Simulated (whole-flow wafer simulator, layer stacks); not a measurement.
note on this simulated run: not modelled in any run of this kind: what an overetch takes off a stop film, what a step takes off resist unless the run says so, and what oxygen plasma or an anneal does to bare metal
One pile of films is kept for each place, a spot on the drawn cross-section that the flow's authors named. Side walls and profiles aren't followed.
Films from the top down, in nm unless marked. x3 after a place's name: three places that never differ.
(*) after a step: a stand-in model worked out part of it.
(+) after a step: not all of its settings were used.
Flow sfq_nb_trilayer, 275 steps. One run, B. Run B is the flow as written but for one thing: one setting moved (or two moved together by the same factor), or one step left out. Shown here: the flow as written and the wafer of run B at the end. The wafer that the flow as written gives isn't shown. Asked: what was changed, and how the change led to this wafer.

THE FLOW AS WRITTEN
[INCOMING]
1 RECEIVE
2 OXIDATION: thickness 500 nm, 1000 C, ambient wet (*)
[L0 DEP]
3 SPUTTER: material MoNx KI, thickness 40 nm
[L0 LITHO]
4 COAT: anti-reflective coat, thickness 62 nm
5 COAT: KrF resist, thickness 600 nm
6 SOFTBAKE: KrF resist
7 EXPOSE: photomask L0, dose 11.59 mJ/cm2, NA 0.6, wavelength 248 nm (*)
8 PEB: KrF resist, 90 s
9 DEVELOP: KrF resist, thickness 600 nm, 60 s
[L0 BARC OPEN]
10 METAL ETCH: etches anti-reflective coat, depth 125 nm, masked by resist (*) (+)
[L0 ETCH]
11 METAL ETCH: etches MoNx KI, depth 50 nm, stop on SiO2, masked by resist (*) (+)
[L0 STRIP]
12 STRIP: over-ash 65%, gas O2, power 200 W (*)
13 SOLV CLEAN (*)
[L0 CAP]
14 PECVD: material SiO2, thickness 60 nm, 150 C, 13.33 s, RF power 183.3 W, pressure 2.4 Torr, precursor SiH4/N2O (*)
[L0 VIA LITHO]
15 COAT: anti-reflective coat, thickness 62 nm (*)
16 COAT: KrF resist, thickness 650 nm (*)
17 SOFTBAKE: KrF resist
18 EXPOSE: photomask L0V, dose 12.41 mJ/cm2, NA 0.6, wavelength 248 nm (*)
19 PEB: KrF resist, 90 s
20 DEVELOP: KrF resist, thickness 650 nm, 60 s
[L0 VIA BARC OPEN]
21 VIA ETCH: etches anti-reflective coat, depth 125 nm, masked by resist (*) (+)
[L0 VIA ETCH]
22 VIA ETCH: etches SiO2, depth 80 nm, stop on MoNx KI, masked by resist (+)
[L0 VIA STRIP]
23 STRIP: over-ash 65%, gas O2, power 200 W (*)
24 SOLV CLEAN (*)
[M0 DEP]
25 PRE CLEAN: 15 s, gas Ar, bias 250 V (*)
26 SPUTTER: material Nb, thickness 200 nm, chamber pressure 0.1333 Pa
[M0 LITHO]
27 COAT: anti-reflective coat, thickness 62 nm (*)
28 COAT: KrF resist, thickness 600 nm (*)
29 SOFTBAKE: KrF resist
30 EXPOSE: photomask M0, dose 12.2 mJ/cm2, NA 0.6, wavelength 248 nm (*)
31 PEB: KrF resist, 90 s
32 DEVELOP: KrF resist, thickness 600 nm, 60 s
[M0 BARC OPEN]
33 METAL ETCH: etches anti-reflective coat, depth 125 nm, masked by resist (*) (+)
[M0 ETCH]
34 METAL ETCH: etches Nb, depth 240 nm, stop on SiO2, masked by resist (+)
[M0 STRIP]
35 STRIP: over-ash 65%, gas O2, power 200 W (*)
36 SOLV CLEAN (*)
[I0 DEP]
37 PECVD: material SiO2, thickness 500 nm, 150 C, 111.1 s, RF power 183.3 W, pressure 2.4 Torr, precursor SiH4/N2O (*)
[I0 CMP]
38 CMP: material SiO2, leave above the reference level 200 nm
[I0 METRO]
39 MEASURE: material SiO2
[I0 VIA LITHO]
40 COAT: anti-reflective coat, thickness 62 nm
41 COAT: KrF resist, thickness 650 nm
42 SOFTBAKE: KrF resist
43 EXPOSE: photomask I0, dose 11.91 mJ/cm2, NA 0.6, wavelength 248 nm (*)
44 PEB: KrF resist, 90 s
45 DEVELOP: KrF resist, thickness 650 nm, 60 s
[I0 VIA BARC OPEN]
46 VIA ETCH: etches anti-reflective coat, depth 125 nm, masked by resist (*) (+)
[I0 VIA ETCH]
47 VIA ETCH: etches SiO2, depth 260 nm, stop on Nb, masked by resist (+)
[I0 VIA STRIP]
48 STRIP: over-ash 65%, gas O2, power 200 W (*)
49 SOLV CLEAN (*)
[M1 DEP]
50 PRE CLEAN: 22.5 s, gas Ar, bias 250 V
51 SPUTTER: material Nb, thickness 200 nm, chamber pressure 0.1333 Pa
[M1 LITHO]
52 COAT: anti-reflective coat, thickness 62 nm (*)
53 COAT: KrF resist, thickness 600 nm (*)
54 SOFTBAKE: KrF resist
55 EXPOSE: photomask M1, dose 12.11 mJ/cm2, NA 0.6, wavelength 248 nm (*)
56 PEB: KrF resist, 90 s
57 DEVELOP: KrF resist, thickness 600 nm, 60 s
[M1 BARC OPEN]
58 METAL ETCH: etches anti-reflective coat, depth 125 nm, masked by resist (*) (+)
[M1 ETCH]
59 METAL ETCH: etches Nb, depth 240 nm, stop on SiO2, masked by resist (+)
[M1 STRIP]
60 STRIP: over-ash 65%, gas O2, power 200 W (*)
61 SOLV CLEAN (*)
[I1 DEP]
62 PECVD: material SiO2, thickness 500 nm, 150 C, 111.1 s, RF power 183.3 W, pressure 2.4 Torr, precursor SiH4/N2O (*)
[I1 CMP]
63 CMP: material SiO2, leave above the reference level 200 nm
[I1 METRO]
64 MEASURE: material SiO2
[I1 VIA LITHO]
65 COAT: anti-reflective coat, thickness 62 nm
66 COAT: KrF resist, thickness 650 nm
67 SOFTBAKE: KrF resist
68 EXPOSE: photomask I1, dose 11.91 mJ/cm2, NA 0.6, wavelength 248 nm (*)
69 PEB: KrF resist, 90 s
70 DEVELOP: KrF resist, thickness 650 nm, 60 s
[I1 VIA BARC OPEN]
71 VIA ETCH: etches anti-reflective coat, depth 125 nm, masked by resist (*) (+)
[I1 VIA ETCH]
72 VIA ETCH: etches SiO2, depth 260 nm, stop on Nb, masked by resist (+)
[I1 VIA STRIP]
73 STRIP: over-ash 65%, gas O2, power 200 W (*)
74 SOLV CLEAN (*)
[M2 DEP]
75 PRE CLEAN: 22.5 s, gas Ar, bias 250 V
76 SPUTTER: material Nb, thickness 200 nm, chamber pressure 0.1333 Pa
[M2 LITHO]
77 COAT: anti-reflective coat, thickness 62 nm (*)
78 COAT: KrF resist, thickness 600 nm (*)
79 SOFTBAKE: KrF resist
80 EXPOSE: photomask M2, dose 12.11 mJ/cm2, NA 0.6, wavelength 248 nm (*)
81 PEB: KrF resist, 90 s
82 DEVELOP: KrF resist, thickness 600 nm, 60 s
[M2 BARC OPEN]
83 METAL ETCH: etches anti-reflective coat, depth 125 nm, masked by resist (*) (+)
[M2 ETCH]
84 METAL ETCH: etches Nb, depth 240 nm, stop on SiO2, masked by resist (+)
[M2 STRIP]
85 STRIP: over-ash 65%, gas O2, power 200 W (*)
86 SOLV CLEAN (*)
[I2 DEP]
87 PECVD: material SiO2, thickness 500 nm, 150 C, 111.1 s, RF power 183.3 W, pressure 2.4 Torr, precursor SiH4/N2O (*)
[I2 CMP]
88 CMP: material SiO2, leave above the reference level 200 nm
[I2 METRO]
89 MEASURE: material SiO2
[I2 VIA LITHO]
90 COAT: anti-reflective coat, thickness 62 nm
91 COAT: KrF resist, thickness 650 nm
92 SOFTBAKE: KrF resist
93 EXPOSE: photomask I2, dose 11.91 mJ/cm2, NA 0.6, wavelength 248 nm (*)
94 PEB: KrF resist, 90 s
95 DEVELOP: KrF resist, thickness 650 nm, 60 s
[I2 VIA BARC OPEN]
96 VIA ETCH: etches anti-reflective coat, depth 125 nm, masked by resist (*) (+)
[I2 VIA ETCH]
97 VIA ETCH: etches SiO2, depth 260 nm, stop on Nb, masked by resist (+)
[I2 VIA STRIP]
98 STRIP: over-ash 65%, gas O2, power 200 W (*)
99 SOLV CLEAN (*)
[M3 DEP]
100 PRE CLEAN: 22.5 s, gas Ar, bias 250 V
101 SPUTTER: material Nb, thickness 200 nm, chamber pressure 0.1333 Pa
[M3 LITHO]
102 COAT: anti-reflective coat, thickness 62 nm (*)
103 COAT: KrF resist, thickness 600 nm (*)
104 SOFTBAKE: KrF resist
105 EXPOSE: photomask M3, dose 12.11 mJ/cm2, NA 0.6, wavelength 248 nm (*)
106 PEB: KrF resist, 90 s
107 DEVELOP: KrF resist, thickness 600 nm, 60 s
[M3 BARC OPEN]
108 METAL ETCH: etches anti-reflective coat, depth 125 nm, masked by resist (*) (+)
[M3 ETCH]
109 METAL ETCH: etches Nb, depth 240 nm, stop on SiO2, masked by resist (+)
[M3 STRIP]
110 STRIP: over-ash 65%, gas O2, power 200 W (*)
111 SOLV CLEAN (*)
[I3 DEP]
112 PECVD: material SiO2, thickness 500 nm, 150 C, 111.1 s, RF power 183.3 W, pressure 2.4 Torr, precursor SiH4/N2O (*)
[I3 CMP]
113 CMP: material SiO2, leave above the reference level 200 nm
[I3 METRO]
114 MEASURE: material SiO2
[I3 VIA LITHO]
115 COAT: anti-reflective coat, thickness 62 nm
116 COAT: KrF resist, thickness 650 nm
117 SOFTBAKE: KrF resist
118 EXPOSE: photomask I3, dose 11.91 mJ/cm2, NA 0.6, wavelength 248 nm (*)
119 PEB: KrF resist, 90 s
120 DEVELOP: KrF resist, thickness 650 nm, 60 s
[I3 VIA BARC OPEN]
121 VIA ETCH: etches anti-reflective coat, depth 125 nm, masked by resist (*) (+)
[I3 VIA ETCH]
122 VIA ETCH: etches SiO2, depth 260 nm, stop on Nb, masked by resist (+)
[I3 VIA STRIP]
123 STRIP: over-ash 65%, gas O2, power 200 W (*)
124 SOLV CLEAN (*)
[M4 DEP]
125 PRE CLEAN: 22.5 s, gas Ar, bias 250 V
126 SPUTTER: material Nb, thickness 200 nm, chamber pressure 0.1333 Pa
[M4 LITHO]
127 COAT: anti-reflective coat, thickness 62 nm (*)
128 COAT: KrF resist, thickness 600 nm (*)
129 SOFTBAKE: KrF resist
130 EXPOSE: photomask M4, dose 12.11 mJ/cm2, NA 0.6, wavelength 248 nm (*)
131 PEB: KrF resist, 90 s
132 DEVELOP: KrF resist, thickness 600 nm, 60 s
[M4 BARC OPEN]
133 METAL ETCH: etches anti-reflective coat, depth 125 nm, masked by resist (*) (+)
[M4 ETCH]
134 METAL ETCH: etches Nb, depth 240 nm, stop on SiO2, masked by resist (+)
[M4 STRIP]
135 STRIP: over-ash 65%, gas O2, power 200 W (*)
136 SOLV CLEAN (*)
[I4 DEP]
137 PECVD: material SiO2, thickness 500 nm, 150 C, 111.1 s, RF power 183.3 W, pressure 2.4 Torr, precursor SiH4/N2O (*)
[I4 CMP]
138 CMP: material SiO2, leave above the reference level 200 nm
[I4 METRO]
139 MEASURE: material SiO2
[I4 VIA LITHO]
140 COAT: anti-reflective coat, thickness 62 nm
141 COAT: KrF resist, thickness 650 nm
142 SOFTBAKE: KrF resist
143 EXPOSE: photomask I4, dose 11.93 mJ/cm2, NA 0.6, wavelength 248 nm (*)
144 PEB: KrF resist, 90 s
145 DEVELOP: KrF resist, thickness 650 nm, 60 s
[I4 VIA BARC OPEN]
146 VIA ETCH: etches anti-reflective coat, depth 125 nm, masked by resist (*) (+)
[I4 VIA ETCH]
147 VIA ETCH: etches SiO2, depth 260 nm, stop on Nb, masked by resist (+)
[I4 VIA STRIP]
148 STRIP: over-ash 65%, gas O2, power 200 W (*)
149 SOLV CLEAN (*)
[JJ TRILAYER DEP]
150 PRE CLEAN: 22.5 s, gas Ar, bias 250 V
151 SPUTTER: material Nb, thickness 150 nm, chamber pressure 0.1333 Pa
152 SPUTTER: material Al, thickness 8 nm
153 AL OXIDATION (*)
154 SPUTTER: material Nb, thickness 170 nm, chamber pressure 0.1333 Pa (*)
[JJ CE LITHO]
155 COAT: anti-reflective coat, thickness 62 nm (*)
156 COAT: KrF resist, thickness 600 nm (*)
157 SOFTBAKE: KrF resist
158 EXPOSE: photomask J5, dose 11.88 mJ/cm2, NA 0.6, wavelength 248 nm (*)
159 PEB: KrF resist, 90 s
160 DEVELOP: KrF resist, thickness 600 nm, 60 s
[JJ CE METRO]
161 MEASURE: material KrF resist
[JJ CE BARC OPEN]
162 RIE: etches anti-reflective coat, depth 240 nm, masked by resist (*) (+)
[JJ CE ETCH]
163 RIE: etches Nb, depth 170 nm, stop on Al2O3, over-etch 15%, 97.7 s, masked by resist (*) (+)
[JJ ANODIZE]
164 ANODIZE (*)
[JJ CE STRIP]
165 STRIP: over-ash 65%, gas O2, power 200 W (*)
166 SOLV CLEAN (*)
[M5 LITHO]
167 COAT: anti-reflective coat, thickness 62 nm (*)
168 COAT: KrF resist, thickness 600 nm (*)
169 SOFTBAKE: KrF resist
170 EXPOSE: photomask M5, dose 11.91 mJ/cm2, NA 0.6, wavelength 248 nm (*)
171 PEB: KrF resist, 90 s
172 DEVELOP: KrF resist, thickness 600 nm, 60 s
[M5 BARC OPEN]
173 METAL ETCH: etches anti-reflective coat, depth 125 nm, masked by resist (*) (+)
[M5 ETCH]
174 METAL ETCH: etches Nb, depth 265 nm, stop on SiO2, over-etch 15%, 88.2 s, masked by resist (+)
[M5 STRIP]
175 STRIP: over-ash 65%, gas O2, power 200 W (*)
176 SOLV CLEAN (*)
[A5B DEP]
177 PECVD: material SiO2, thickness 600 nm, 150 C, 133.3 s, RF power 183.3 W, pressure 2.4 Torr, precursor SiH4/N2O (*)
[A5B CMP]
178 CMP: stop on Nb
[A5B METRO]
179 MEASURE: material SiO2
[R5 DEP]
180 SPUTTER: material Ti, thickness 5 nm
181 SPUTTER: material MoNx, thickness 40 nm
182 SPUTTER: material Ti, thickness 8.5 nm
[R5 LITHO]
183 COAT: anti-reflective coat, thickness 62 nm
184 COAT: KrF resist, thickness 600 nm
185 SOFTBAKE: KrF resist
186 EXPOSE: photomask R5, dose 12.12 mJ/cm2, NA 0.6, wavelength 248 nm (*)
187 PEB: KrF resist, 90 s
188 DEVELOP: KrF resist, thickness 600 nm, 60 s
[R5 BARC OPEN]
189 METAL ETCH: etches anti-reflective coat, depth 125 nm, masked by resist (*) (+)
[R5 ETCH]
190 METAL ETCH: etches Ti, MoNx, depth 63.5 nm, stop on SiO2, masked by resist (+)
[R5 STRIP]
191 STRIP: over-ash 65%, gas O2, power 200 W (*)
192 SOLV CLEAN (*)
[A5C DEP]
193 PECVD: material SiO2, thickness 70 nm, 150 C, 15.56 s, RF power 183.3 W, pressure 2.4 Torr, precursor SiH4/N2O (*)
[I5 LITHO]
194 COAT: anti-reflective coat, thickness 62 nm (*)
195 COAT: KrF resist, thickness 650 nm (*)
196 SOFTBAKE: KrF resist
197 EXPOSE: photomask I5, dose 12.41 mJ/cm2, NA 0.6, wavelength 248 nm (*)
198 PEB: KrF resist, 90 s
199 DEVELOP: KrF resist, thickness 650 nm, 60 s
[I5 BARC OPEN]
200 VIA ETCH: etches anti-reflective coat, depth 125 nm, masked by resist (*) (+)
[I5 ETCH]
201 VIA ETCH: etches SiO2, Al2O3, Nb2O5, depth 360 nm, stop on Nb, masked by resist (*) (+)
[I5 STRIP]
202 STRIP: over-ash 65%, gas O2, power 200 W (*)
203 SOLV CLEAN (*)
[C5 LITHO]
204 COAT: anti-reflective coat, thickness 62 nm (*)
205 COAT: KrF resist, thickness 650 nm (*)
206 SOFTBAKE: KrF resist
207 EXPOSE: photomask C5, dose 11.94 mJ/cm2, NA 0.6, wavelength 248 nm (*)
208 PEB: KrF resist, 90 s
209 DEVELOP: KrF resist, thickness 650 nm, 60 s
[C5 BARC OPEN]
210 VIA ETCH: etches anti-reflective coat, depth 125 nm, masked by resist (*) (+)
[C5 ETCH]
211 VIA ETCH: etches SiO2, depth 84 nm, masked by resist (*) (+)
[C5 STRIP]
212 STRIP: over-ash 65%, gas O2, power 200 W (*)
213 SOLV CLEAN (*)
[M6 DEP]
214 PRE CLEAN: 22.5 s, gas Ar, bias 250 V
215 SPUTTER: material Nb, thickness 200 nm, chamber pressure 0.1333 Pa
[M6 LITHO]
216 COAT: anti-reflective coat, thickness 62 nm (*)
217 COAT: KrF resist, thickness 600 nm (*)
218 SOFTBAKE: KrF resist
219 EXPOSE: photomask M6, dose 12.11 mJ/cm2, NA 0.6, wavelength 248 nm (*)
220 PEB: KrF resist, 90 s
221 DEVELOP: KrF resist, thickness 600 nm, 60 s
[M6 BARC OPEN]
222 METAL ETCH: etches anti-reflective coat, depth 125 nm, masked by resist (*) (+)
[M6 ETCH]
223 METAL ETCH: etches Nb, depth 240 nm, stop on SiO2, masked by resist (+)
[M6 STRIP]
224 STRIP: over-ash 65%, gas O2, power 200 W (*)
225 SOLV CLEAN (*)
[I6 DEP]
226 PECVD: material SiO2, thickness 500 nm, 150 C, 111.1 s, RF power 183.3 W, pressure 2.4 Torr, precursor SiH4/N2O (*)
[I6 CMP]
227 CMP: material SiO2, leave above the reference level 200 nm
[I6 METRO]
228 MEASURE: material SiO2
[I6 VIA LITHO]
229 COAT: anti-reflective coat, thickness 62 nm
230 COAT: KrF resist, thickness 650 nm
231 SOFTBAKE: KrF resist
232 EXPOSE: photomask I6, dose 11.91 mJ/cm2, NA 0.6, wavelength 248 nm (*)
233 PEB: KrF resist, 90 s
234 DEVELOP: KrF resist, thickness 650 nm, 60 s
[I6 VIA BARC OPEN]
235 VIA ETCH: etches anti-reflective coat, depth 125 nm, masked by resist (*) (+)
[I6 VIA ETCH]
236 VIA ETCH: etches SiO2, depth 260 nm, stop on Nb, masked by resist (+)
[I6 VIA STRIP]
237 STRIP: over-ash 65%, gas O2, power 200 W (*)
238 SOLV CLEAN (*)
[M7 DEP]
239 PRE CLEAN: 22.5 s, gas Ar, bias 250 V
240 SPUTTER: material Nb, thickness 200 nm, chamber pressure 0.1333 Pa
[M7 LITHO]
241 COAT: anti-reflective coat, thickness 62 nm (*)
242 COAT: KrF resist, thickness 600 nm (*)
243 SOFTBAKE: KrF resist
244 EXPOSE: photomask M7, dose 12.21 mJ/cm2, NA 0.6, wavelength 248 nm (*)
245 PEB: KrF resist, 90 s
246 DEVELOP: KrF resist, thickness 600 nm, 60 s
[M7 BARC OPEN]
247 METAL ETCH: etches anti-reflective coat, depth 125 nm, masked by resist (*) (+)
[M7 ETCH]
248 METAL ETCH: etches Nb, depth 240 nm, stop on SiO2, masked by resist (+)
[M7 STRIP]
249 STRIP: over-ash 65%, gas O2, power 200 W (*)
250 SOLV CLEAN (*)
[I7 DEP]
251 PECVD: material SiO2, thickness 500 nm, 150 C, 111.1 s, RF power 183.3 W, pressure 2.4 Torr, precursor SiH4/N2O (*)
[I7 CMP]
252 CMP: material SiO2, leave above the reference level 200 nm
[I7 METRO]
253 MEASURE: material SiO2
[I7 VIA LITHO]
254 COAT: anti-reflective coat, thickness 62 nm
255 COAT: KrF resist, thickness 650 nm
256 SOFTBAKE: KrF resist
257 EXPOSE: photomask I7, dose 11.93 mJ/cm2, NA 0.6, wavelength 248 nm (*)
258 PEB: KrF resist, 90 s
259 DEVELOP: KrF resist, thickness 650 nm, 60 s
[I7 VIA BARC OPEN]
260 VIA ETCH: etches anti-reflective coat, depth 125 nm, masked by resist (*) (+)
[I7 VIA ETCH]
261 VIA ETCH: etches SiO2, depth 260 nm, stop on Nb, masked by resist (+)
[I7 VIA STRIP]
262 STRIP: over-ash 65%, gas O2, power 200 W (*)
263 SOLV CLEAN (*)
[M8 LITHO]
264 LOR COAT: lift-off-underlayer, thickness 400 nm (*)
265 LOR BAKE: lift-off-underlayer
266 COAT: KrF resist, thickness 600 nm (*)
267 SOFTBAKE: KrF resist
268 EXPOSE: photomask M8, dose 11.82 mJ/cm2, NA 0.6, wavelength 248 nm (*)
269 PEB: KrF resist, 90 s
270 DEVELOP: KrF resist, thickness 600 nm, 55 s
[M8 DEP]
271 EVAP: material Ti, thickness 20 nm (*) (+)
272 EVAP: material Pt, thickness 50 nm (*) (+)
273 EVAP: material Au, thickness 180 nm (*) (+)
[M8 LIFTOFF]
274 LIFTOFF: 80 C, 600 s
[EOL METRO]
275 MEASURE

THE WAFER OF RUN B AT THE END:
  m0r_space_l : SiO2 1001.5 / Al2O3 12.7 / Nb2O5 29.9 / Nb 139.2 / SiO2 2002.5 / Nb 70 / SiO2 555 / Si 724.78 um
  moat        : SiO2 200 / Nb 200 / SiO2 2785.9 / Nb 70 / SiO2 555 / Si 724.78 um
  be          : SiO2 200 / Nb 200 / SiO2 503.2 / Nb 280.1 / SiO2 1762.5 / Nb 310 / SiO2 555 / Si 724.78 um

The cause: step 26, SPUTTER: thickness 310 nm was run, where the flow has thickness 200 nm.
It can be read off the wafer: be has Nb 310, and step 26 as written asks for 200 nm.

How the change led to this, step by step:
  26 SPUTTER: material Nb, thickness 200 nm, chamber pressure 0.1333 Pa
      field_l, v_sur, via_wl and 102 more: Nb +310 (new film) (as written it would be: Nb +200 (new film))
      l0v: Nb +306 (new film) (as written it would be: Nb +195.7 (new film))
  34 METAL ETCH: etches Nb, depth 240 nm, stop on SiO2, masked by resist (+)
      moat, m0r_space_l, m0r_space_r: Nb -240 (as written it would be: Nb -200 (all of it))
  37 PECVD: material SiO2, thickness 500 nm, 150 C, 111.1 s, RF power 183.3 W, pressure 2.4 Torr, precursor SiH4/N2O (*)
      moat, m0r_space_l, m0r_space_r: SiO2 +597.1 (new film) (as written it would be: SiO2 +557.1)
Counting metal films that touch as one body, m0r_space_l has 2 bodies (between them, from the top down: SiO2 2002.5); the flow as written gives 1 body.
Counting metal films that touch as one body, moat has 2 bodies (between them, from the top down: SiO2 2785.9); the flow as written gives 1 body.
